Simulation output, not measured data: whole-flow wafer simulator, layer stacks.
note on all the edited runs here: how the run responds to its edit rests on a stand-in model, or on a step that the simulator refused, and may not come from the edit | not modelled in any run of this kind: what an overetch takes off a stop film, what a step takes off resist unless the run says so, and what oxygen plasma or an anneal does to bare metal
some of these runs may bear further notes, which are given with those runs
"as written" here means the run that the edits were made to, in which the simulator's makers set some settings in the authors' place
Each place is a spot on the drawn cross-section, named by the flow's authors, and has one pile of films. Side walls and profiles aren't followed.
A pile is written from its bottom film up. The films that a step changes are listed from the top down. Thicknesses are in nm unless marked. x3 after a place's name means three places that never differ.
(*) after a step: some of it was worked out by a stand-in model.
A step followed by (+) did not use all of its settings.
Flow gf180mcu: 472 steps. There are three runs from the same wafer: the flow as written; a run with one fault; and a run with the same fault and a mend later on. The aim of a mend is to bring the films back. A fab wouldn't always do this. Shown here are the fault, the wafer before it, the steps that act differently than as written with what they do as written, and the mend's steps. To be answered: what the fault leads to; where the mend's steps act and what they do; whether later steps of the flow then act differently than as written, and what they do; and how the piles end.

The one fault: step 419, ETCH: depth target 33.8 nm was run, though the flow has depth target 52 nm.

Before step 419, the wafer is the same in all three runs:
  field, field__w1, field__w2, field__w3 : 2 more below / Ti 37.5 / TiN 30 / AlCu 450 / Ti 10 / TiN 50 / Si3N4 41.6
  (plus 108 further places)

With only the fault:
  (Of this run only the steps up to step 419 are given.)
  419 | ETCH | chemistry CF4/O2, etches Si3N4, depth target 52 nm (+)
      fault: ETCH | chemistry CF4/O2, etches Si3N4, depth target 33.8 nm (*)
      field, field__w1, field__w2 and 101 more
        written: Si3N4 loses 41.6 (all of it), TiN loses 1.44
        fault: Si3N4 loses 33.8
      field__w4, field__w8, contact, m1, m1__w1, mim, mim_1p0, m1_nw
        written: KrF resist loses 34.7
        fault: KrF resist loses 22.5
  After step 419, at field, field__w1, field__w2 and 101 more, the piles differ from the flow's by more than 2% or 0.5 nm, whichever is larger.
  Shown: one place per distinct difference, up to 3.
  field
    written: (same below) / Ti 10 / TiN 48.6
    fault: (same below) / Ti 10 / TiN 50 / Si3N4 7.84

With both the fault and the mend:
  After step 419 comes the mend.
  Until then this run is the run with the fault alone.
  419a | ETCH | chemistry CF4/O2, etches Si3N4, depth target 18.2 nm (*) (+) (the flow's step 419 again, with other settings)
      field, field__w1, field__w2 and 101 more
        Si3N4 loses 7.84 (all of it), TiN loses 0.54
      field__w4, field__w8, contact, m1, m1__w1, mim, mim_1p0, m1_nw
        KrF resist loses 7.84
  None of the later steps of the flow differs from how it acts as written, at any place that is followed, by more than 2% or 0.5 nm, whichever is larger.
  At every place that both follow, the piles at the end match the flow's.
